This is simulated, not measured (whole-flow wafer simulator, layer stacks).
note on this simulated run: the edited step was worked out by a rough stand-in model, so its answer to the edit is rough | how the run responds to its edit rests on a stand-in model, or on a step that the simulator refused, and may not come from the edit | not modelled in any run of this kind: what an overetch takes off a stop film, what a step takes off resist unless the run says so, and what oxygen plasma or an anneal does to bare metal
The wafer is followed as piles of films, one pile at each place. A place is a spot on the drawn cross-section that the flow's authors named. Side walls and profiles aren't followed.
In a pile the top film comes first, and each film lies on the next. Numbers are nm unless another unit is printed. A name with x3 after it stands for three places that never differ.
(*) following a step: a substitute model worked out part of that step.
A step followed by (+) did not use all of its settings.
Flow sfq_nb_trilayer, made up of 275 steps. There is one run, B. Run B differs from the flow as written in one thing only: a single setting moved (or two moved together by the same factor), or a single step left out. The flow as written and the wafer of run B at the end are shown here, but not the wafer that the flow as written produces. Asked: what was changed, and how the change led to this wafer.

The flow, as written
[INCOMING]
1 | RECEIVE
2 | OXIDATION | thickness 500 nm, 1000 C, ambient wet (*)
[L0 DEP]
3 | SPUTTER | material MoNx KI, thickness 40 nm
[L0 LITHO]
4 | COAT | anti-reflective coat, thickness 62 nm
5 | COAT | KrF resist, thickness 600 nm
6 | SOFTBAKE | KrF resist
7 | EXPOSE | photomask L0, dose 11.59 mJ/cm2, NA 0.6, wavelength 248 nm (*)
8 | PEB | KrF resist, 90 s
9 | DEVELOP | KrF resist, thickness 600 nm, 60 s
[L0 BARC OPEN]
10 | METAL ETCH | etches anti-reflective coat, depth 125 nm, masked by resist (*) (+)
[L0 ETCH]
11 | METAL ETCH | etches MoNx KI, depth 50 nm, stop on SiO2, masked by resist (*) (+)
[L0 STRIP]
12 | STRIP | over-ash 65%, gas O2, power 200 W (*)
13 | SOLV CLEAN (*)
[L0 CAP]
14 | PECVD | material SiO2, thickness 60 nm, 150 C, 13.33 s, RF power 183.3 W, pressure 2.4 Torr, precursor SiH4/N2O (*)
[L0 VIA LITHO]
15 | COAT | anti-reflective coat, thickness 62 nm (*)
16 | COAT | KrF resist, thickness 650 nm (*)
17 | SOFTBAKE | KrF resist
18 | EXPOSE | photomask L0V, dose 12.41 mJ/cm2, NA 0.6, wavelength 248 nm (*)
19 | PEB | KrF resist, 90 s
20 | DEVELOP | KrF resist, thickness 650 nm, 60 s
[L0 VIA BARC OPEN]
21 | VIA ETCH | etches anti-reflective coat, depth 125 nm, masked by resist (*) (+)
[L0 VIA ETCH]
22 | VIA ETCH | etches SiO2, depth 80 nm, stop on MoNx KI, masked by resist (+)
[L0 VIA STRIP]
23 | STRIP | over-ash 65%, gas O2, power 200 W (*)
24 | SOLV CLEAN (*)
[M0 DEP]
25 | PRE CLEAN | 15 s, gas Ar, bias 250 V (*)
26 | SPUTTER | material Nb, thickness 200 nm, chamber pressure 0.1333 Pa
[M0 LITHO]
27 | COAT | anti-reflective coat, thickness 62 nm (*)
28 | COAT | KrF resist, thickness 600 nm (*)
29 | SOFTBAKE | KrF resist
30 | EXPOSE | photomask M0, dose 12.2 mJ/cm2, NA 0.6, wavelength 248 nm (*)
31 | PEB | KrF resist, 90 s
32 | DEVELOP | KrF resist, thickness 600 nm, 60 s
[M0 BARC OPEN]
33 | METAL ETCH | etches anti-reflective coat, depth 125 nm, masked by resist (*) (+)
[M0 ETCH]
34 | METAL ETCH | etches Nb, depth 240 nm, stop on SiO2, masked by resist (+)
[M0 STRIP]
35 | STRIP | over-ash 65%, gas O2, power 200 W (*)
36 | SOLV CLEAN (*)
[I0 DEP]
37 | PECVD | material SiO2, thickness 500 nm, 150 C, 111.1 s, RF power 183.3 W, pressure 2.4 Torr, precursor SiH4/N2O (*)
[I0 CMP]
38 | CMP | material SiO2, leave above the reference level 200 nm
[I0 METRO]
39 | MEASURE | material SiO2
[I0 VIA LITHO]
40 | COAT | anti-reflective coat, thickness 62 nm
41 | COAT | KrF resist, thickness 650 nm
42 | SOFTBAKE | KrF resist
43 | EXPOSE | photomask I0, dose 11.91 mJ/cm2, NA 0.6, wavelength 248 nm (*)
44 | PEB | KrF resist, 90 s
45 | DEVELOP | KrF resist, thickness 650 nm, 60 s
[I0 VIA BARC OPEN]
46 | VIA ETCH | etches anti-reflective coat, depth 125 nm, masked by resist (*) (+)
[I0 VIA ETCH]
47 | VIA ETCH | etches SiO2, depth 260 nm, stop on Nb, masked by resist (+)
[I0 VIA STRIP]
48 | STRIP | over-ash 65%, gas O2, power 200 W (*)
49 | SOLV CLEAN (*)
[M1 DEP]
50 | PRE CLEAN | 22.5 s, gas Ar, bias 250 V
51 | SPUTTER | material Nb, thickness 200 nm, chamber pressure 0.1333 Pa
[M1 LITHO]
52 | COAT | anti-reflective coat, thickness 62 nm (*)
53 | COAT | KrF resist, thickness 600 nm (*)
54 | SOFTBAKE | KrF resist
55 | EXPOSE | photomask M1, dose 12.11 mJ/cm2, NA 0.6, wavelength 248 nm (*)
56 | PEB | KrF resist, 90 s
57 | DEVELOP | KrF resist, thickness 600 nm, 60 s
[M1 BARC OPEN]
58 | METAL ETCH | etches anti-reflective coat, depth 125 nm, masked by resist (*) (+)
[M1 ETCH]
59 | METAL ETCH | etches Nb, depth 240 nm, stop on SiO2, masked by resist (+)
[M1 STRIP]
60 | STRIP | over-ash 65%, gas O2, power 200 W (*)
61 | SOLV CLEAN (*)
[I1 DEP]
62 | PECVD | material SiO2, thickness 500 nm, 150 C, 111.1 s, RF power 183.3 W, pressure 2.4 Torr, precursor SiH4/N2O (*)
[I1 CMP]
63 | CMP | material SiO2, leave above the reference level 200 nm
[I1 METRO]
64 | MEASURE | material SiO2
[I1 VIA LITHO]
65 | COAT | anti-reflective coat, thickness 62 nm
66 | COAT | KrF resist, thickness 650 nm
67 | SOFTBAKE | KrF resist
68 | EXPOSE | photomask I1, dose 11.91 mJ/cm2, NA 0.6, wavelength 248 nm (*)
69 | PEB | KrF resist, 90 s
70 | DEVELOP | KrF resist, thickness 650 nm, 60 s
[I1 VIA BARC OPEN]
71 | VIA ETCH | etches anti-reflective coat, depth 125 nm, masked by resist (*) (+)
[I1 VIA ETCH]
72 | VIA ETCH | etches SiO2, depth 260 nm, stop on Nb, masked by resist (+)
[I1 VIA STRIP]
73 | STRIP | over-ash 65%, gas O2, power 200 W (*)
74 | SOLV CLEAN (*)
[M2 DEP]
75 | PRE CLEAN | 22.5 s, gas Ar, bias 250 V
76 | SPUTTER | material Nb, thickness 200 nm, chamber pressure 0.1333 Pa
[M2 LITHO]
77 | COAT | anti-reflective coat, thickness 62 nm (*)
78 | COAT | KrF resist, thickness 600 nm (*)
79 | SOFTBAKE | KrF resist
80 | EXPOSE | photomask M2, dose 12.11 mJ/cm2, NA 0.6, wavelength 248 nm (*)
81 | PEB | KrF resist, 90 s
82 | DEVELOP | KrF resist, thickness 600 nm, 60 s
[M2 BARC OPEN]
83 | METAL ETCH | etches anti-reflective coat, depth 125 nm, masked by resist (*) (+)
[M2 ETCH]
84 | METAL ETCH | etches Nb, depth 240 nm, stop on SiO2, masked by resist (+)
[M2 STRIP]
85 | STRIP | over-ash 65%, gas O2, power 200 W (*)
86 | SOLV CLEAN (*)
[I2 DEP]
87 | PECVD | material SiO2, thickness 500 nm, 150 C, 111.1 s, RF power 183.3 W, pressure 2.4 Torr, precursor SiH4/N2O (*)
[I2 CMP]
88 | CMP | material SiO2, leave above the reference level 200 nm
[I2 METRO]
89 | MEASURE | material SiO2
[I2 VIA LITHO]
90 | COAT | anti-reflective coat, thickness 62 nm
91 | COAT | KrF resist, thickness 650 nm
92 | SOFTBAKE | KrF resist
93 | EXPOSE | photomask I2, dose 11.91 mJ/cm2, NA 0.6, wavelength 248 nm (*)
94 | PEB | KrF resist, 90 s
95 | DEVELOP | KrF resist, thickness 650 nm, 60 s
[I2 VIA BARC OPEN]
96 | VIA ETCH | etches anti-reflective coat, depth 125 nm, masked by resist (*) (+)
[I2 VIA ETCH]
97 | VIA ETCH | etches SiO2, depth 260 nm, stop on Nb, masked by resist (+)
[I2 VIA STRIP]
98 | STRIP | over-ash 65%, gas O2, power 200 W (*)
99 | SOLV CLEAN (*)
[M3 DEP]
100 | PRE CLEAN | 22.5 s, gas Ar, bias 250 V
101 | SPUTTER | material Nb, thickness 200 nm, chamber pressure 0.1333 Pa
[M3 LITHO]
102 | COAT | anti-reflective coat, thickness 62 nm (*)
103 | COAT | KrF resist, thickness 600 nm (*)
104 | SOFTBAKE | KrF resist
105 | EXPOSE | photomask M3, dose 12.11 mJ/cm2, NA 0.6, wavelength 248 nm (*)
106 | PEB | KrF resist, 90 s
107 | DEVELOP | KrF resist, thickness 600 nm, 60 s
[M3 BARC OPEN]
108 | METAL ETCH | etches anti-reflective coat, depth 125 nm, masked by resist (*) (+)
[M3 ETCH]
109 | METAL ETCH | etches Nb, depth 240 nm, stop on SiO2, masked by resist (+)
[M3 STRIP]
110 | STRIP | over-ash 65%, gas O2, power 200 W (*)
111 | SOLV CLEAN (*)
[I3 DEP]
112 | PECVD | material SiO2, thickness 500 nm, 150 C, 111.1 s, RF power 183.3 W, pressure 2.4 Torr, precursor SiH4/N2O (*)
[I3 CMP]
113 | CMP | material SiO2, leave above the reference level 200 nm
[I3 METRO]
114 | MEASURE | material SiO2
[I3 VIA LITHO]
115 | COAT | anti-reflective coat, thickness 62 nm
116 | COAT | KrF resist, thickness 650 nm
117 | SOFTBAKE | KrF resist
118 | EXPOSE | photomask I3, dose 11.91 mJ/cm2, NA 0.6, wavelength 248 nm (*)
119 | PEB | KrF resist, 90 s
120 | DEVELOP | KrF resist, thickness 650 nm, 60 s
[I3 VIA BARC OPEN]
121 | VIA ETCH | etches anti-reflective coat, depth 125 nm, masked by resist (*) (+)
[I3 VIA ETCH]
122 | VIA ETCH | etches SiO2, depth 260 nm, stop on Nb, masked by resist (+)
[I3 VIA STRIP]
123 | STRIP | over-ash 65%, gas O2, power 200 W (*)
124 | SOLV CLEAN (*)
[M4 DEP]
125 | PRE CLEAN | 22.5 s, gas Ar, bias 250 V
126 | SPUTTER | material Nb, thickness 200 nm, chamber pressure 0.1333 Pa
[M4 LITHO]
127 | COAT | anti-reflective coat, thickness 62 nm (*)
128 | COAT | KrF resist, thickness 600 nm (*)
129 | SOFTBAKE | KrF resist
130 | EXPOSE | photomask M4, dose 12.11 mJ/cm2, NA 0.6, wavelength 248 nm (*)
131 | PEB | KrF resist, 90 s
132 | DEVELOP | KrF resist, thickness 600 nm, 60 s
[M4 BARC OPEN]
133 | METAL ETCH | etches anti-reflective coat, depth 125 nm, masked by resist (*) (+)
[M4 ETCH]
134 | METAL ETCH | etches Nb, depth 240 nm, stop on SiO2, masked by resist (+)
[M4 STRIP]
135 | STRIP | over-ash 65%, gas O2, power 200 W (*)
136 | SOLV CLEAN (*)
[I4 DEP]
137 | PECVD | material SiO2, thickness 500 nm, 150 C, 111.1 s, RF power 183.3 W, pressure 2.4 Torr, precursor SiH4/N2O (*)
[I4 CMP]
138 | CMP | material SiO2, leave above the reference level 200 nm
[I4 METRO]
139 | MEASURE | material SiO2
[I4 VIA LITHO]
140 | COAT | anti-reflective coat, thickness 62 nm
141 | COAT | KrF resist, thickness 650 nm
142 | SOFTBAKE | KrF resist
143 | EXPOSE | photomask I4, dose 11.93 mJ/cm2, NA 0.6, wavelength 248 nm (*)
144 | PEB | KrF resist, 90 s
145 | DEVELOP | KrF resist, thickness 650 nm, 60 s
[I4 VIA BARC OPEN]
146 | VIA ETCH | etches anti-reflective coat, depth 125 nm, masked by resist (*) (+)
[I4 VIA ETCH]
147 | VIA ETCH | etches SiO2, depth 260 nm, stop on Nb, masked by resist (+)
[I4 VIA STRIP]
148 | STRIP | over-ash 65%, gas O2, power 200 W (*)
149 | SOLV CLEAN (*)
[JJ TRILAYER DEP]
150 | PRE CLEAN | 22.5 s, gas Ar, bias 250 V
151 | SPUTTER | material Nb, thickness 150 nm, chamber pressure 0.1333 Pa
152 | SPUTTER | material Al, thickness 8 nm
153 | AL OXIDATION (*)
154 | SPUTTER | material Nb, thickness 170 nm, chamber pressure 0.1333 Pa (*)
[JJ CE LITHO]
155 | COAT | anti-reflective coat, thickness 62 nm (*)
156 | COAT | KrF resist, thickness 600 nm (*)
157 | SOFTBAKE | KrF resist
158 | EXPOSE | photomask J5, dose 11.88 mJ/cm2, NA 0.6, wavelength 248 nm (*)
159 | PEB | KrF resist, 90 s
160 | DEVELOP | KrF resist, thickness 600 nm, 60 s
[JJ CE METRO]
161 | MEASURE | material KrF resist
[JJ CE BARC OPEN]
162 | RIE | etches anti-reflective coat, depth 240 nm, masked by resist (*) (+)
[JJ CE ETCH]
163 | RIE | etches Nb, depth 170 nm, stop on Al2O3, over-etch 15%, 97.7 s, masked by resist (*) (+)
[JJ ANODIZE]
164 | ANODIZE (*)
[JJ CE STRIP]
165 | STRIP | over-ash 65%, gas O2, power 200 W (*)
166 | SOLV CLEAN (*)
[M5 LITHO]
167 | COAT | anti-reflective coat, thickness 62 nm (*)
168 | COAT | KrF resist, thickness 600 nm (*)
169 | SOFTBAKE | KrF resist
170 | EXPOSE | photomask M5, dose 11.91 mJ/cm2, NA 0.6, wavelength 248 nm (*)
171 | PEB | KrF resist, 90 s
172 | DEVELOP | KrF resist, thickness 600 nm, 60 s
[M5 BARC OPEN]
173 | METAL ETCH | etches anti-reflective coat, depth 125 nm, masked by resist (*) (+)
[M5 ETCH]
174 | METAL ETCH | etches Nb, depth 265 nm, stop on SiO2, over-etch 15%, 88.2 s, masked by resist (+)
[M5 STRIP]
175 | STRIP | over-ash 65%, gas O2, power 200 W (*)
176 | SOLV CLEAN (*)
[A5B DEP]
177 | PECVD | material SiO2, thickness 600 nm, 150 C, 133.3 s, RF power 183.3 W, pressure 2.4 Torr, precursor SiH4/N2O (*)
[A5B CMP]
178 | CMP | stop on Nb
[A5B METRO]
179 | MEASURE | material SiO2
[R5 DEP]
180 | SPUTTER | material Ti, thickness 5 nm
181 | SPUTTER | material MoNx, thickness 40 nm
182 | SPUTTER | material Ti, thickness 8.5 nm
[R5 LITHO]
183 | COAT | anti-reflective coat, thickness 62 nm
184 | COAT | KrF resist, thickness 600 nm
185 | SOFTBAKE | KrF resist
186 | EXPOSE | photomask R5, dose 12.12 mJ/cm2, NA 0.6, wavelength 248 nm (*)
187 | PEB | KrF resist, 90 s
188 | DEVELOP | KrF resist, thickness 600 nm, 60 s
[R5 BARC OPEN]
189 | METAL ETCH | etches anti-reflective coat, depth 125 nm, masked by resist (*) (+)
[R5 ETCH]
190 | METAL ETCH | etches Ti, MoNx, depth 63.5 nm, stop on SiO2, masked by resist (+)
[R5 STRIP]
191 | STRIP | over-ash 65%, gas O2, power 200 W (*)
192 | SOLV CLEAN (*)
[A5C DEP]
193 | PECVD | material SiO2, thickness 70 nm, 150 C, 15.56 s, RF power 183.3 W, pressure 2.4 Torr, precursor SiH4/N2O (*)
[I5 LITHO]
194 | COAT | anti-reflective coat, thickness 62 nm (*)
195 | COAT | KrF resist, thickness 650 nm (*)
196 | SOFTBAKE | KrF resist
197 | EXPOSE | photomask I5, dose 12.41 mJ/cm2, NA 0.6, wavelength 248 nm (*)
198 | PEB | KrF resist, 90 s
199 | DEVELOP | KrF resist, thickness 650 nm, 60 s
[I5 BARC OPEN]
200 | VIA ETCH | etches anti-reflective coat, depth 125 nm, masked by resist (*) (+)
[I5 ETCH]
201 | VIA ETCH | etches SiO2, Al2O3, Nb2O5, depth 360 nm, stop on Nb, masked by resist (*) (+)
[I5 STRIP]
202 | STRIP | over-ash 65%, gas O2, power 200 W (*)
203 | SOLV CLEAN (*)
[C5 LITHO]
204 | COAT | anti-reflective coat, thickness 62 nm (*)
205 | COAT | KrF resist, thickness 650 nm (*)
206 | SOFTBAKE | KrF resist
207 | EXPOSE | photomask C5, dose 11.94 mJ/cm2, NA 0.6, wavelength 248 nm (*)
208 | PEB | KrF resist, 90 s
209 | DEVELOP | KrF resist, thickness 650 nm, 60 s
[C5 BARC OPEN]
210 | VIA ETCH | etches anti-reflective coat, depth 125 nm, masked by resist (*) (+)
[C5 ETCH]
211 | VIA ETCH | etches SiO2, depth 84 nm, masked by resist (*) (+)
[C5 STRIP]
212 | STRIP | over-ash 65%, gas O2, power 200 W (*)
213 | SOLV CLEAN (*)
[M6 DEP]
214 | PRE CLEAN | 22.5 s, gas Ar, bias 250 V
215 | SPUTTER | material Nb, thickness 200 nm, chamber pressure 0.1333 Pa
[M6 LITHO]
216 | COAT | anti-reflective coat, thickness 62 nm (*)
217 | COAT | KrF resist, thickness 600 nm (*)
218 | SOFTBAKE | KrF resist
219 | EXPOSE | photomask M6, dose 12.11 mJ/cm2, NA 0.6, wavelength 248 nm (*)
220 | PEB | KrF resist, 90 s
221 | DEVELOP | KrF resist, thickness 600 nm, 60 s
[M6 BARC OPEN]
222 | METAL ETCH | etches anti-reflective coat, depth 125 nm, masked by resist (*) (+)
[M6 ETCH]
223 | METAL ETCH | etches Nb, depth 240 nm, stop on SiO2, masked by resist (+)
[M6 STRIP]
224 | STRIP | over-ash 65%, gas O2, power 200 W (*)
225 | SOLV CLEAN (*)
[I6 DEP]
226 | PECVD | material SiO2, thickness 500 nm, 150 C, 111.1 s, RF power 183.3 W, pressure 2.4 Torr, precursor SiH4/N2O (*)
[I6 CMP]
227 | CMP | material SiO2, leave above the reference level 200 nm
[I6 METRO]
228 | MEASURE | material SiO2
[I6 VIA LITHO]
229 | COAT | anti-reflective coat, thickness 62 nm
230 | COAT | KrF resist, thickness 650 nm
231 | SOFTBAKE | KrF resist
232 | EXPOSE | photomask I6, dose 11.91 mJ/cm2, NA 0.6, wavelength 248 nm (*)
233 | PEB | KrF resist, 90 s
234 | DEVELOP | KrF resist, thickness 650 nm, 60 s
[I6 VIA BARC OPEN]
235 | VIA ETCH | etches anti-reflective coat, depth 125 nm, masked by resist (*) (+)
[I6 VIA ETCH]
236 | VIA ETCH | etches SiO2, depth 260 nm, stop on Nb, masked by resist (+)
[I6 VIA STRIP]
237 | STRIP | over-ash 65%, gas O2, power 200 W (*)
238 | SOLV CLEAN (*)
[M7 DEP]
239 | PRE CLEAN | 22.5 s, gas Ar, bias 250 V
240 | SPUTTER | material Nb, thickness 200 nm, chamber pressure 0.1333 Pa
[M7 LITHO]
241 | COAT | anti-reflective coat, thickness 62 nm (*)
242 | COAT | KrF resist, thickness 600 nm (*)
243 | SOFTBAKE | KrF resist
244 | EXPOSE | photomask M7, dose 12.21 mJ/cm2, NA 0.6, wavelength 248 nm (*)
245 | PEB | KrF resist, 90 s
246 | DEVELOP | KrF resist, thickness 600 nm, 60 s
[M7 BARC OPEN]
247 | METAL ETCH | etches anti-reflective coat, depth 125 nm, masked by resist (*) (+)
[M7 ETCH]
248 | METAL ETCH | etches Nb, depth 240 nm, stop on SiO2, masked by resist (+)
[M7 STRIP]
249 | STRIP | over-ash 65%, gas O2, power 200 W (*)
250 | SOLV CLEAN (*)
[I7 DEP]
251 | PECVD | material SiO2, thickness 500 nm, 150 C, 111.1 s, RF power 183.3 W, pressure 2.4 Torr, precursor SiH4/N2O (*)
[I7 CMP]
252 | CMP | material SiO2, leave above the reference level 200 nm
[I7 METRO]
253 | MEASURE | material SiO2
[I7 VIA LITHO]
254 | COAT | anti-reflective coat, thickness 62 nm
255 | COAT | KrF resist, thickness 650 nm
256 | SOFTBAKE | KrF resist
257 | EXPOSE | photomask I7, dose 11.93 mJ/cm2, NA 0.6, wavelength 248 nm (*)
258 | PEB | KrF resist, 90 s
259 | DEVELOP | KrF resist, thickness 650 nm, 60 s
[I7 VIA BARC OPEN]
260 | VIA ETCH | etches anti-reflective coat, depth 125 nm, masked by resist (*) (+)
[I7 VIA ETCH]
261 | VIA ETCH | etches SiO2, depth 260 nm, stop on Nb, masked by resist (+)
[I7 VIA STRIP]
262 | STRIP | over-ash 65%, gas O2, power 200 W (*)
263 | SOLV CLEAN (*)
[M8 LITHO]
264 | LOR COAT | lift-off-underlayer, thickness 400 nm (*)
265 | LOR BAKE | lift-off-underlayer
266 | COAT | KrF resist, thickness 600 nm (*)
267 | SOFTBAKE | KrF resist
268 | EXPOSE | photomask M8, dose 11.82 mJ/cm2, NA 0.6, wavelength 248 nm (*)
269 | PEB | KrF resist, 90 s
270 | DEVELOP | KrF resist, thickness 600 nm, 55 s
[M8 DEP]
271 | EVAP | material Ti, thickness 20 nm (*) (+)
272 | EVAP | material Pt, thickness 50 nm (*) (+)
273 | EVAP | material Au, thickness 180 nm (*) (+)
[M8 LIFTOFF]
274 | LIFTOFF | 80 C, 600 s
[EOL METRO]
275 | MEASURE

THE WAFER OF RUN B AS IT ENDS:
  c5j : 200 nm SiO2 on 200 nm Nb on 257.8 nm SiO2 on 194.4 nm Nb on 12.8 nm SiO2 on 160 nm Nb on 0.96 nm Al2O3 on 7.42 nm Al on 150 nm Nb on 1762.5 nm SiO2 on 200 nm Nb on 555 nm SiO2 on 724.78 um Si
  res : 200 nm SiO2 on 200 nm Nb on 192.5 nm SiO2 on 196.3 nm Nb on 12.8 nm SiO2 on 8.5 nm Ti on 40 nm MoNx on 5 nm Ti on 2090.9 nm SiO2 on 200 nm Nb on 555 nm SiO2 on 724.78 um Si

What caused this: step 211, VIA ETCH: depth 49.6 nm was run, whereas the flow has depth 84 nm.

The path from the change to this, step by step:
  211 | VIA ETCH | etches SiO2, depth 84 nm, masked by resist (*) (+)
      c5j: SiO2 loses 49.6 (it would be, as written: SiO2 loses 69.9 (all of it), Nb loses 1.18)
      res: SiO2 loses 49.6 (it would be, as written: SiO2 loses 69.9 (all of it))
      (as well as at 104 more places)
  214 | PRE CLEAN | 22.5 s, gas Ar, bias 250 V
      c5j: SiO2 loses 7.5 (it would be, as written: Nb loses 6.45)
      res: SiO2 loses 7.5 (it would be, as written: Ti loses 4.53)
  215 | SPUTTER | material Nb, thickness 200 nm, chamber pressure 0.1333 Pa
      c5j: Nb gains 194.4 (new film) (it would be, as written: Nb gains 188.4)
  216 | COAT | anti-reflective coat, thickness 62 nm (*)
      ce_l: anti-reflective coat gains 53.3 (new film) (it would be, as written: anti-reflective coat gains 48 (new film))
      c5j: anti-reflective coat gains 96.3 (new film) (it would be, as written: anti-reflective coat gains 110.7 (new film))
      (as well as at 4 more places)
  224 | STRIP | over-ash 65%, gas O2, power 200 W (*)
      ce_l: KrF resist loses 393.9 (all of it), anti-reflective coat loses 53.3 (all of it) (it would be, as written: KrF resist loses 397.1 (all of it), anti-reflective coat loses 48 (all of it))
      c5j: KrF resist loses 408.8 (all of it), anti-reflective coat loses 96.3 (all of it) (it would be, as written: KrF resist loses 418.3 (all of it), anti-reflective coat loses 110.7 (all of it))
      (as well as at 4 more places)
  226 | PECVD | material SiO2, thickness 500 nm, 150 C, 111.1 s, RF power 183.3 W, pressure 2.4 Torr, precursor SiH4/N2O (*)
      c5j: SiO2 gains 500 (new film) (it would be, as written: SiO2 gains 514.7 (new film))
  227 | CMP | material SiO2, leave above the reference level 200 nm
      c5j: SiO2 loses 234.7 (it would be, as written: SiO2 loses 223)
      res: SiO2 loses 300 (it would be, as written: SiO2 loses 279.4)
Taking metal films that touch as one body, c5j has 5 bodies (between them, from the top down: SiO2 257.8; SiO2 12.8; Al2O3 0.96; SiO2 1762.5); the flow as written gives 4 bodies (between them, from the top down: SiO2 284.2; Al2O3 0.96; SiO2 1762.5).
Taking metal films that touch as one body, res has 4 bodies (between them, from the top down: SiO2 192.5; SiO2 12.8; SiO2 2090.9); the flow as written gives 3 bodies (between them, from the top down: SiO2 213.1; SiO2 2090.9).
